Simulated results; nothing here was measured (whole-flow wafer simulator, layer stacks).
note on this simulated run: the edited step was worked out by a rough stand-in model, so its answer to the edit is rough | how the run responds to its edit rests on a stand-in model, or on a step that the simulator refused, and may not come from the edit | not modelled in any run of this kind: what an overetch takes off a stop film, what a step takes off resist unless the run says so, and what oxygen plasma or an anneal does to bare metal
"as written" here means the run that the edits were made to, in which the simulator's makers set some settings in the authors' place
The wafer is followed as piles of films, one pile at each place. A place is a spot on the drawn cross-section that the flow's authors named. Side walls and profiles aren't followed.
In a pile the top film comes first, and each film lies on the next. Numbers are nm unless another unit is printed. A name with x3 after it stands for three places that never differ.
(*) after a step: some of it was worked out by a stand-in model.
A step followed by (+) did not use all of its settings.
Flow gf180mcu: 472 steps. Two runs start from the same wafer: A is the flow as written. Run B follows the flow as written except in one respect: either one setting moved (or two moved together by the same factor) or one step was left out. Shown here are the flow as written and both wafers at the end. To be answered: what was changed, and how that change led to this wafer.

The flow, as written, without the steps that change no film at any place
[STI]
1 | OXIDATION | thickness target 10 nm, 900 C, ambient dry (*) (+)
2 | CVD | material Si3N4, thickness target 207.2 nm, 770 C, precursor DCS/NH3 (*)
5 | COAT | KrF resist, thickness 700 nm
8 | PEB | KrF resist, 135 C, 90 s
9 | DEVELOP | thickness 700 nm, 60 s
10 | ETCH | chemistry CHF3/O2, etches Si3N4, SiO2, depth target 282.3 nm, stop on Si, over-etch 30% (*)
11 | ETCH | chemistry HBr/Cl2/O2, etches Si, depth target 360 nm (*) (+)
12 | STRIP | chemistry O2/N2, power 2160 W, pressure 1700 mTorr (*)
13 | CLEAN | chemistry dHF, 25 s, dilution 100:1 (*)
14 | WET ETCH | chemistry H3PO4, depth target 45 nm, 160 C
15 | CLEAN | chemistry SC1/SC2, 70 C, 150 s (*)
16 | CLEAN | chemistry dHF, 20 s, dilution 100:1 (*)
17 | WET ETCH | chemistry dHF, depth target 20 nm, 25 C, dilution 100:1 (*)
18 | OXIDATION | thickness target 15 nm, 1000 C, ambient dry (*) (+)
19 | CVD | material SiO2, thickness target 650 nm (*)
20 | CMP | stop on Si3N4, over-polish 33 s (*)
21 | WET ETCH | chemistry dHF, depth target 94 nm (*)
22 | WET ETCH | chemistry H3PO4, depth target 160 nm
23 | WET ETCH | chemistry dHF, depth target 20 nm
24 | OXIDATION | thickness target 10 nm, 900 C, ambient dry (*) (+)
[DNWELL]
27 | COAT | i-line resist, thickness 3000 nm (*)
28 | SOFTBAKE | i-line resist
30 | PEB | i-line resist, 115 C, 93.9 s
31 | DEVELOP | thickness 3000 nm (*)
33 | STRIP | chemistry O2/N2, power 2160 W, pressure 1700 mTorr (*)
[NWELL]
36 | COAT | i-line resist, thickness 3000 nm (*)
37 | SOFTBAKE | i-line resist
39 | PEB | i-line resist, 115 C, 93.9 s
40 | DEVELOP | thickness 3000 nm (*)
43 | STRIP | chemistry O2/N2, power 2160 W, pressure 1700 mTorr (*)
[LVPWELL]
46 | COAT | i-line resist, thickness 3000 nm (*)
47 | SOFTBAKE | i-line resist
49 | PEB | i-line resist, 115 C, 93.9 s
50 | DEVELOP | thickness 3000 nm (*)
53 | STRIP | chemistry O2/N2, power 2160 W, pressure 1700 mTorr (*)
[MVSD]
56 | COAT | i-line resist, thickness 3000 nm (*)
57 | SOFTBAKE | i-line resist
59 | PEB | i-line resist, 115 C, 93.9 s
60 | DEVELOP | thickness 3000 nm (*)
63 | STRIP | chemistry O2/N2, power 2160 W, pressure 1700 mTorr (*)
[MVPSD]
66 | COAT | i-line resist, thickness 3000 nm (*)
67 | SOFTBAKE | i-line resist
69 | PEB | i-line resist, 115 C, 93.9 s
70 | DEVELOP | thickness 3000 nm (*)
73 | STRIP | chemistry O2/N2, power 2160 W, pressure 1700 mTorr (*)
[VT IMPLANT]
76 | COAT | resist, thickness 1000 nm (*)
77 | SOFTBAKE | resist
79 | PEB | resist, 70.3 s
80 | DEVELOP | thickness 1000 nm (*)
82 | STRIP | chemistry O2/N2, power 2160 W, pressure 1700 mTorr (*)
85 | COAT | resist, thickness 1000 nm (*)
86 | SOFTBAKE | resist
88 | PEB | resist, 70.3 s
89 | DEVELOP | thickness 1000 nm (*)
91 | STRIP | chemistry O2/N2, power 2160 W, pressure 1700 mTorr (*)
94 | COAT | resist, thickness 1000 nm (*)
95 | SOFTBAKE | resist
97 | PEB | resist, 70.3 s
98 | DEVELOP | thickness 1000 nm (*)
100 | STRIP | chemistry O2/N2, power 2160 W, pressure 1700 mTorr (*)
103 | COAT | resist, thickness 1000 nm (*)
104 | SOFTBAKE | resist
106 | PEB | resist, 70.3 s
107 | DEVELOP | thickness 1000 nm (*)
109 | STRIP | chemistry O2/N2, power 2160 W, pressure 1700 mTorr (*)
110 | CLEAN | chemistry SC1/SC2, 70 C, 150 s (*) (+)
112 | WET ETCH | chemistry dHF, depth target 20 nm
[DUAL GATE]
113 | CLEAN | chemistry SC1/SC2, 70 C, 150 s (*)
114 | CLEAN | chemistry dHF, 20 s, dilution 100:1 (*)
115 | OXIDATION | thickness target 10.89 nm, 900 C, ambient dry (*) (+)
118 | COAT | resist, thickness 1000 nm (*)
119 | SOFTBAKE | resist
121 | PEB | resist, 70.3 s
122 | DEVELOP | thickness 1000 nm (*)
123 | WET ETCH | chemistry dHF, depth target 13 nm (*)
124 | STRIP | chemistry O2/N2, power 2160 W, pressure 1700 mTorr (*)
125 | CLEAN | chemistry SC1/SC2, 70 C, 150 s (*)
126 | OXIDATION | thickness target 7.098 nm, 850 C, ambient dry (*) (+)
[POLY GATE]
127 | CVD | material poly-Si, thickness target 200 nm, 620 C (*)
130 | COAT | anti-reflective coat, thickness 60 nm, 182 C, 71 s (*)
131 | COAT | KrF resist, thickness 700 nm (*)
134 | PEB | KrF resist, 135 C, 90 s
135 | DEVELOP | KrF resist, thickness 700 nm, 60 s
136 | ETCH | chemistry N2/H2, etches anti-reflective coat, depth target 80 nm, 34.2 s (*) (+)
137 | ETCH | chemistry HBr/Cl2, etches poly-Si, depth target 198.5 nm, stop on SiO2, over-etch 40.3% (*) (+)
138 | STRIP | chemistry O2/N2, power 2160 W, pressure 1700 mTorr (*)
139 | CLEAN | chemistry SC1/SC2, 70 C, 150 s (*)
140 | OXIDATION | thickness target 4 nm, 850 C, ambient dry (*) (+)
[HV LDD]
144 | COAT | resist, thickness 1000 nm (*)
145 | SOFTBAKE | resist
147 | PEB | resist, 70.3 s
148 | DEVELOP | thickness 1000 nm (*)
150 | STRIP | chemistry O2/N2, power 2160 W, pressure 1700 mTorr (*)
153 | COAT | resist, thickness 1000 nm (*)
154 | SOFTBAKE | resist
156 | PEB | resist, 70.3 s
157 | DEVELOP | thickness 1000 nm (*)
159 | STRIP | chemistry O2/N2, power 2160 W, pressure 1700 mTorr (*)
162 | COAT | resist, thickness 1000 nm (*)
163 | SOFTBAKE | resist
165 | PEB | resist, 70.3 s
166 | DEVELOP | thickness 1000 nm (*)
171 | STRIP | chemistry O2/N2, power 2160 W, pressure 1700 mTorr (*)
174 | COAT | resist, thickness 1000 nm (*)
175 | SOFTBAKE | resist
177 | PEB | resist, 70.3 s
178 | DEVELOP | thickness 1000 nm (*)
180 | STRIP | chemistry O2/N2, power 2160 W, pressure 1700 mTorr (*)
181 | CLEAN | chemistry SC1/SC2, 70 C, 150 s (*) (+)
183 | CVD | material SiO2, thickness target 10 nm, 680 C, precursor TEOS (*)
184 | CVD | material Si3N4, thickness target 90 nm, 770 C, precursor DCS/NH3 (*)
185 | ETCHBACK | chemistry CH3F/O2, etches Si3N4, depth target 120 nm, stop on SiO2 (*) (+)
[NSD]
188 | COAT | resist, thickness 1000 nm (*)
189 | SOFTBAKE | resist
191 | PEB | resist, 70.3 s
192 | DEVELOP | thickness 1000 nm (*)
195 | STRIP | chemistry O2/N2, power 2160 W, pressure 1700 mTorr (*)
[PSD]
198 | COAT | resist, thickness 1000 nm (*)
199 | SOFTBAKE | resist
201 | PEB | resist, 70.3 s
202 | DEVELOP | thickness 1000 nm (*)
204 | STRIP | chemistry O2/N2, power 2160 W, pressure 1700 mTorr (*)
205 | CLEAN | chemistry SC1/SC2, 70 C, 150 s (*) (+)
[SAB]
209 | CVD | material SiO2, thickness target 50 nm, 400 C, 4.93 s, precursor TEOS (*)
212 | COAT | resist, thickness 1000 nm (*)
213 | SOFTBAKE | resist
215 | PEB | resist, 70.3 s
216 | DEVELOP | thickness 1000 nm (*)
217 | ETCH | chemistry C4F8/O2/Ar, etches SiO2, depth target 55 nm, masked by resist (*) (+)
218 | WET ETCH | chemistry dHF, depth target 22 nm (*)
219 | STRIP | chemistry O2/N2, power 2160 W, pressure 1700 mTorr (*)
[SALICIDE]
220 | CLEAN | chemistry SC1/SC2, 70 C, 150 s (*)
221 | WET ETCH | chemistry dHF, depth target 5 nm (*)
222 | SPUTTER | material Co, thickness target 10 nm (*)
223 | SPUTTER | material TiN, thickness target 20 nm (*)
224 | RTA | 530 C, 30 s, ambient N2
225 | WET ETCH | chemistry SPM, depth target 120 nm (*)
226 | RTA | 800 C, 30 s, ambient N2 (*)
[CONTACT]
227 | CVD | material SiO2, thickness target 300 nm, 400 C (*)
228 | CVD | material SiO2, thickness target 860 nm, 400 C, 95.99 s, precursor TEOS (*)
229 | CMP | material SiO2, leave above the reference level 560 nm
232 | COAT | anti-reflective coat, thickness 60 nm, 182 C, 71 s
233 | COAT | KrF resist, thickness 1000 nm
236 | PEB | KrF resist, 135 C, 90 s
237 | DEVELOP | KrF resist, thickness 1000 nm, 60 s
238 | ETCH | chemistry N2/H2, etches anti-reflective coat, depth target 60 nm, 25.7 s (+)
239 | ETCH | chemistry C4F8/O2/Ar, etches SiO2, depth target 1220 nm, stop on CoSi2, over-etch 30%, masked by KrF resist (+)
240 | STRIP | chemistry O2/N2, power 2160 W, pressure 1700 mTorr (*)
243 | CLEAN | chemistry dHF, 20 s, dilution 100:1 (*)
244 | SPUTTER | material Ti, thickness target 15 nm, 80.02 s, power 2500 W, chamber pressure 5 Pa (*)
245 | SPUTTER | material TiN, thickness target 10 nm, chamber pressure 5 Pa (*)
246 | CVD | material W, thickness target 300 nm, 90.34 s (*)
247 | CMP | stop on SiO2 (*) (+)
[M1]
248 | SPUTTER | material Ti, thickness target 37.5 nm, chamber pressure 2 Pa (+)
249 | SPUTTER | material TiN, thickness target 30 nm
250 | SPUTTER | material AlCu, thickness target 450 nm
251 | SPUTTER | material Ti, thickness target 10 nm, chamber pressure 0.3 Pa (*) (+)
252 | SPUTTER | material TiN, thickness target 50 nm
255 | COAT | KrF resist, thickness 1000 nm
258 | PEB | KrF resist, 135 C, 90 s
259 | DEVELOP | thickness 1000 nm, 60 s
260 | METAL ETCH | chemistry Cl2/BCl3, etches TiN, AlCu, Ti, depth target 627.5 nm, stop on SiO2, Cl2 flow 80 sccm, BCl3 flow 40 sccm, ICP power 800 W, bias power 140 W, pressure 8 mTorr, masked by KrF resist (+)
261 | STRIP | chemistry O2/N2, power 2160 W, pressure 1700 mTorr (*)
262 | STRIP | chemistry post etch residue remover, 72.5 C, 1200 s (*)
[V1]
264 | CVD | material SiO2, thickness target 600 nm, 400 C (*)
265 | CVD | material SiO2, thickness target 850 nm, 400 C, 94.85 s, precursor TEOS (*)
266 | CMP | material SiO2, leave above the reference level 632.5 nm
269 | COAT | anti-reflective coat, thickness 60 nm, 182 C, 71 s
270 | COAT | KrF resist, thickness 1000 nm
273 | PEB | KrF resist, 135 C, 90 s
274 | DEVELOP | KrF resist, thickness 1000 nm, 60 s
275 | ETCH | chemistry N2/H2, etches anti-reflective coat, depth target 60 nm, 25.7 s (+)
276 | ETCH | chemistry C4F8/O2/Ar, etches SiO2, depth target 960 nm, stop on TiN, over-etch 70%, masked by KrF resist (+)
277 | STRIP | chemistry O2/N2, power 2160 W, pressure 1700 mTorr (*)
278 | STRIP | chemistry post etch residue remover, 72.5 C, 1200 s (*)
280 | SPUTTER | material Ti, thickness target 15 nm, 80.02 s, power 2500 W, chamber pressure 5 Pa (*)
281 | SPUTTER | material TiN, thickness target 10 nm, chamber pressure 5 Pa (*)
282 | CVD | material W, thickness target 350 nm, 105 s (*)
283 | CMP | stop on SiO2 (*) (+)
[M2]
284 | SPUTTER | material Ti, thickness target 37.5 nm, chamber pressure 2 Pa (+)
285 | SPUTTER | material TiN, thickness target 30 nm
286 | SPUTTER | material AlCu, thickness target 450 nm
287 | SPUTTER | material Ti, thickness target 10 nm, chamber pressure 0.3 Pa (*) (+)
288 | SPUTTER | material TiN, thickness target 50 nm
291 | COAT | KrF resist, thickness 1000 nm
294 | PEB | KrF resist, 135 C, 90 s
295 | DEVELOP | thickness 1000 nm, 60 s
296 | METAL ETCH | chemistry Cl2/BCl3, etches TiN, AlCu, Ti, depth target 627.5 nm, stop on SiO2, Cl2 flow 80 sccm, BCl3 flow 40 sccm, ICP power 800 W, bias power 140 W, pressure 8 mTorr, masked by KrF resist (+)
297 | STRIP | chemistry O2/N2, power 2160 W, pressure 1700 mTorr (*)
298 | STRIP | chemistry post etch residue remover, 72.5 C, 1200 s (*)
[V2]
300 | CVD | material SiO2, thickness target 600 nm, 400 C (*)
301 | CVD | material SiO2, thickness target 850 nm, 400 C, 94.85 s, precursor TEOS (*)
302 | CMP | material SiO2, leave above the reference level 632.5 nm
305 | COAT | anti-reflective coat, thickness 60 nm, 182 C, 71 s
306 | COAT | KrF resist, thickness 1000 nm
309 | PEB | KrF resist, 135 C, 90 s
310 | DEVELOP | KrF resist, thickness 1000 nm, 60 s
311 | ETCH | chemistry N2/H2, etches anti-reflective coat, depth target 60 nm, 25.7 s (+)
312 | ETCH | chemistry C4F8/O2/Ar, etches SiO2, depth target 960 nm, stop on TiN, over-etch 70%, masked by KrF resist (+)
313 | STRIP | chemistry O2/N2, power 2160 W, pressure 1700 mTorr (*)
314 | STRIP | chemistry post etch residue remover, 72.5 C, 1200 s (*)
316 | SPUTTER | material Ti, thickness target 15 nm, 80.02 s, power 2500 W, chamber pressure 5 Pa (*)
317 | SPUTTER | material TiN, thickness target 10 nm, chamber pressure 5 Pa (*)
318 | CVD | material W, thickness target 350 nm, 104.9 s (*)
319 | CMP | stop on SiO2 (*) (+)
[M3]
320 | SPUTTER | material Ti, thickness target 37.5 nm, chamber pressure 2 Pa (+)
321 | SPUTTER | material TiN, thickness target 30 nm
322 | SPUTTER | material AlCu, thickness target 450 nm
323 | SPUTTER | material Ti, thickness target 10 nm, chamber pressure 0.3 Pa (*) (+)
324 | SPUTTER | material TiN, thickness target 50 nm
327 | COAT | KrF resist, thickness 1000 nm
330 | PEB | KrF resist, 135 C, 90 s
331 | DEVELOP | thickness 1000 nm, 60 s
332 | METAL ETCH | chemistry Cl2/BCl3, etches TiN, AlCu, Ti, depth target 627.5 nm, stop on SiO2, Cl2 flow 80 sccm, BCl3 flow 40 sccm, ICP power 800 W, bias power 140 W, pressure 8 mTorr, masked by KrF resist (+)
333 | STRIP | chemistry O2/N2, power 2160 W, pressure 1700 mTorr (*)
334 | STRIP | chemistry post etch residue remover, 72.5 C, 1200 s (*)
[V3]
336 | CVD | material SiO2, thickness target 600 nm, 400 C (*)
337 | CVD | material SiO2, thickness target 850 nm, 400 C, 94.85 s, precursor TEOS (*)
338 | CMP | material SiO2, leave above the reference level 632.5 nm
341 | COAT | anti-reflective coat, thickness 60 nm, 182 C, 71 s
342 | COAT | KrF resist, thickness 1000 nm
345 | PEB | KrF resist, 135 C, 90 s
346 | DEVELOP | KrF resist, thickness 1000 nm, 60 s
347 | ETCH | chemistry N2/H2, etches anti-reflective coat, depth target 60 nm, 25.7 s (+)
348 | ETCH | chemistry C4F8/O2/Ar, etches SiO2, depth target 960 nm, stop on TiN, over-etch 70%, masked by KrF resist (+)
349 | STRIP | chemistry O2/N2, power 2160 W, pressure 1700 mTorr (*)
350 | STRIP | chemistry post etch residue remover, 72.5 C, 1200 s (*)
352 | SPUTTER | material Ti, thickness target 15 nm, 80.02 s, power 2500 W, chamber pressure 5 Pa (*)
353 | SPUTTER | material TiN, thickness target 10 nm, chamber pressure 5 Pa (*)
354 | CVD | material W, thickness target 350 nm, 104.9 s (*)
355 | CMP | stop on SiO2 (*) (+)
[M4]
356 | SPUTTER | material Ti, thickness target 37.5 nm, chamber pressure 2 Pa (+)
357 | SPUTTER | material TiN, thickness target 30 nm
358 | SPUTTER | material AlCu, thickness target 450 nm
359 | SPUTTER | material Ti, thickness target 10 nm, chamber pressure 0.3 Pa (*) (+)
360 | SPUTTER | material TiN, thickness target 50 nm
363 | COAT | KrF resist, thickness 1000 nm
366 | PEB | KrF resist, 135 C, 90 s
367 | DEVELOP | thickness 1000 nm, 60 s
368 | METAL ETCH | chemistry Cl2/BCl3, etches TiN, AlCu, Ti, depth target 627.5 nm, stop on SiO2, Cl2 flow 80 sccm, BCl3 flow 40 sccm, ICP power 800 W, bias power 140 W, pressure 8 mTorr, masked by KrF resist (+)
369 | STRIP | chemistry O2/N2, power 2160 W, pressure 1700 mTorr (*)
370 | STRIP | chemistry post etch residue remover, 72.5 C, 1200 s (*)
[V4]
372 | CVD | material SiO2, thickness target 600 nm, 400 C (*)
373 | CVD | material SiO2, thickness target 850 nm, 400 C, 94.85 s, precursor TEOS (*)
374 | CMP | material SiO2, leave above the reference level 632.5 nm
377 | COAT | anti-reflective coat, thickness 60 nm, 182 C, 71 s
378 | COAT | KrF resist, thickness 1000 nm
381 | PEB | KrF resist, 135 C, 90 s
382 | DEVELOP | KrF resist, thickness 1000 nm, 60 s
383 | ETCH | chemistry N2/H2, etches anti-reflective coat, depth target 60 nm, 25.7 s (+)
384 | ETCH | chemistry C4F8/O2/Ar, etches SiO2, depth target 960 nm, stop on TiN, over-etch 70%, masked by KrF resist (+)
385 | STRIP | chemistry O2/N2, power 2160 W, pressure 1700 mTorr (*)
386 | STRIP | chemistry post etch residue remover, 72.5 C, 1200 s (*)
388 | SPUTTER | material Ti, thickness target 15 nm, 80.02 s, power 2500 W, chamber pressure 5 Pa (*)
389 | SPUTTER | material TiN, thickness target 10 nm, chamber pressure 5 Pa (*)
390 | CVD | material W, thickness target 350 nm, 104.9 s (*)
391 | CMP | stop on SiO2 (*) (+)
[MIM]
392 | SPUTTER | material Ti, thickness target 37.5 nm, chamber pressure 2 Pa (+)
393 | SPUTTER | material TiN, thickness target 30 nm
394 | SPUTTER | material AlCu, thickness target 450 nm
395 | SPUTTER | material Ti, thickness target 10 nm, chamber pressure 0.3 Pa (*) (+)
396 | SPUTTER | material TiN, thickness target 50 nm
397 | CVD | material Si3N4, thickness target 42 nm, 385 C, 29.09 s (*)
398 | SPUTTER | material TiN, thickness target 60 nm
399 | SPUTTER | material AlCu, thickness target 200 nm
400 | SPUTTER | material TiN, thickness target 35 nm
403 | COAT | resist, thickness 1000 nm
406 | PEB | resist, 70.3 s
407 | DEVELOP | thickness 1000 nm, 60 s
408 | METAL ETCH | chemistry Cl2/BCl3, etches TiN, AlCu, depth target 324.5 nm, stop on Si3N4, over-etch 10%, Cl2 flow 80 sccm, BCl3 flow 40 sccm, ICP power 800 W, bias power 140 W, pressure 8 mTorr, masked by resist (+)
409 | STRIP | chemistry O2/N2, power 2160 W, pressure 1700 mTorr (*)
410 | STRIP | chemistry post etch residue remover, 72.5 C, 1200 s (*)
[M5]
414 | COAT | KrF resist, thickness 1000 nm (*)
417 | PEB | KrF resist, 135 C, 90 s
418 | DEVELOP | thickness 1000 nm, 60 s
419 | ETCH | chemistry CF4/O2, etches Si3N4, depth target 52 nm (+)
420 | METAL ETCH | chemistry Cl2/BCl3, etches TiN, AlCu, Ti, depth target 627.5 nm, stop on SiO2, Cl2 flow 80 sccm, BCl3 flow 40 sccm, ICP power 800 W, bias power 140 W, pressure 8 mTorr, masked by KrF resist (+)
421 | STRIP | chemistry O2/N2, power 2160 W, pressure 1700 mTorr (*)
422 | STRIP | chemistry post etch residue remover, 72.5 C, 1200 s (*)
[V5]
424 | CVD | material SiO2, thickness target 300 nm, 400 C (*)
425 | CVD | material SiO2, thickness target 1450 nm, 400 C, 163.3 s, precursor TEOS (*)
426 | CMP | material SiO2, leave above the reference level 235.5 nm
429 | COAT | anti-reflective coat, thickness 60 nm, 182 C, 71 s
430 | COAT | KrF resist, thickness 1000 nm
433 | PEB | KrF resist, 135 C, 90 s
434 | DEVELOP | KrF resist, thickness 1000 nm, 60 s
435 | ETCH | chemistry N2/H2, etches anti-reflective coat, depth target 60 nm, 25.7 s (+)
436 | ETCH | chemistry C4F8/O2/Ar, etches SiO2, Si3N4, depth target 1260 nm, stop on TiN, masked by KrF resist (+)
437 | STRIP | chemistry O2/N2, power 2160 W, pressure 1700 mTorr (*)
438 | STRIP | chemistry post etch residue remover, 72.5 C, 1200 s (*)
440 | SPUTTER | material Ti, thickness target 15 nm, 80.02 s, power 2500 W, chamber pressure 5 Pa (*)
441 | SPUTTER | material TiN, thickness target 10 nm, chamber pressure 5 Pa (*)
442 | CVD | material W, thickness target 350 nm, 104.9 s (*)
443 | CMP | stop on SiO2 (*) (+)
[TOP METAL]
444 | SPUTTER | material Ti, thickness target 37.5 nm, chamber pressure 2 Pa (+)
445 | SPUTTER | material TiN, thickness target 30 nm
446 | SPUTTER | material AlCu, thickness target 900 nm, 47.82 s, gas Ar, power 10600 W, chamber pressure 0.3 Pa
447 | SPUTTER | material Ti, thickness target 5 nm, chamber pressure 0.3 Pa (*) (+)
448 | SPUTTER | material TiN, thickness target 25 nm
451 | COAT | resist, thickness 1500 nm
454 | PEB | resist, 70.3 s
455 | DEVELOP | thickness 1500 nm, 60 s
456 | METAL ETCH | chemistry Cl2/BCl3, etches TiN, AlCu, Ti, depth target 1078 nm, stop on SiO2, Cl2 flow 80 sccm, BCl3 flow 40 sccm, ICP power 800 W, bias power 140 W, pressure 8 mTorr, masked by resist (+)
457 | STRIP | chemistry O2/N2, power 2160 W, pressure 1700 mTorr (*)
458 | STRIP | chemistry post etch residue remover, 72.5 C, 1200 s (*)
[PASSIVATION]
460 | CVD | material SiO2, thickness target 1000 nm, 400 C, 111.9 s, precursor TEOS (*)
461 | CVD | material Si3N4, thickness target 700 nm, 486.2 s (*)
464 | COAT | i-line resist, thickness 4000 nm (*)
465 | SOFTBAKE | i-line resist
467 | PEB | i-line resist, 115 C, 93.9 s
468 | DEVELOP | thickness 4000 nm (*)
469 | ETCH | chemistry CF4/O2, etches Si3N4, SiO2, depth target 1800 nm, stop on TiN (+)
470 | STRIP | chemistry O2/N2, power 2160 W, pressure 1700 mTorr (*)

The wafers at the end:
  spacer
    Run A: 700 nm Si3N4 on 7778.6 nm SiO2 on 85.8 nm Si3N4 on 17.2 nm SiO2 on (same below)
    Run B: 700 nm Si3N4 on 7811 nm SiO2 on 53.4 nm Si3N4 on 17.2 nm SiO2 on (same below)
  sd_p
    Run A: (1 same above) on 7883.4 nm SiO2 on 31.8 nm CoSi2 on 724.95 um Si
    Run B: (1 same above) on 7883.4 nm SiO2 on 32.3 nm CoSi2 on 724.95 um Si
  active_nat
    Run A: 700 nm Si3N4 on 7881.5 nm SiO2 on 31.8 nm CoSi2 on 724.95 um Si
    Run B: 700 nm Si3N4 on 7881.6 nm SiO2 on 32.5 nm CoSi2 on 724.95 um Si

Cause: step 184, CVD: thickness target 57.6 nm was run, though the flow has thickness target 90 nm.

The path from the change to this, step by step:
  184 | CVD | material Si3N4, thickness target 90 nm, 770 C, precursor DCS/NH3 (*)
      field, field__w1, field__w2 and 101 more: A +90 Si3N4 (new film) | B +57.6 Si3N4 (new film)
  185 | ETCHBACK | chemistry CH3F/O2, etches Si3N4, depth target 120 nm, stop on SiO2 (*) (+)
      field, field__w1, field__w2 and 100 more: A -90 Si3N4 (all of it), -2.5 SiO2 | B -57.6 Si3N4 (all of it), -5.2 SiO2
  188 | COAT | resist, thickness 1000 nm (*)
      spacer: A +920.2 resist (new film) | B +949.7 resist (new film)
  189 | SOFTBAKE | resist
      field: A +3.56 resist | B -0.34 resist
      field__w6: A +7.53 resist | B +6.95 resist
      (also at 10 further places)
  191 | PEB | resist, 70.3 s
      spacer: A -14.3 resist | B -14.9 resist
  192 | DEVELOP | thickness 1000 nm (*)
      spacer: A -905.9 resist (all of it) | B -934.8 resist (all of it)
  195 | STRIP | chemistry O2/N2, power 2160 W, pressure 1700 mTorr (*)
      field: A -1026.7 resist (all of it) | B -1005.8 resist (all of it)
  198 | COAT | resist, thickness 1000 nm (*)
      spacer: A +920.2 resist (new film) | B +949.7 resist (new film)
  199 | SOFTBAKE | resist
      field: A +3.56 resist | B -0.34 resist
      field__w6: A +7.53 resist | B +6.95 resist
      (also at 10 further places)
  201 | PEB | resist, 70.3 s
      spacer: A -14.3 resist | B -14.9 resist
  204 | STRIP | chemistry O2/N2, power 2160 W, pressure 1700 mTorr (*)
      field: A -1026.7 resist (all of it) | B -1005.8 resist (all of it)
      spacer: A -905.9 resist (all of it) | B -934.8 resist (all of it)
  212 | COAT | resist, thickness 1000 nm (*)
      spacer: A +919.4 resist (new film) | B +948.8 resist (new film)
  213 | SOFTBAKE | resist
      field__w9: A -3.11 resist | B +6.68 resist
      field__w5: A +7.65 resist | B +6.93 resist
      (also at 9 further places)
  215 | PEB | resist, 70.3 s
      spacer: A -14.3 resist | B -14.9 resist
  216 | DEVELOP | thickness 1000 nm (*)
      spacer: A -905.1 resist (all of it) | B -934 resist (all of it)
  218 | WET ETCH | chemistry dHF, depth target 22 nm (*)
      gate, gate_hv, gate_p and 23 more: A -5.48 SiO2 (all of it) | B -2.78 SiO2 (all of it)
      active, p_well, sd_n, iso_ptap_pw, iso_ntap_nw, iso_ptap_sub, vpnp_e: A -9.01 SiO2 (all of it) | B -6.31 SiO2 (all of it)
      (also at 16 further places)
  ... 5 further steps ...
  229 | CMP | material SiO2, leave above the reference level 560 nm
      spacer: A -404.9 SiO2 | B -372.5 SiO2
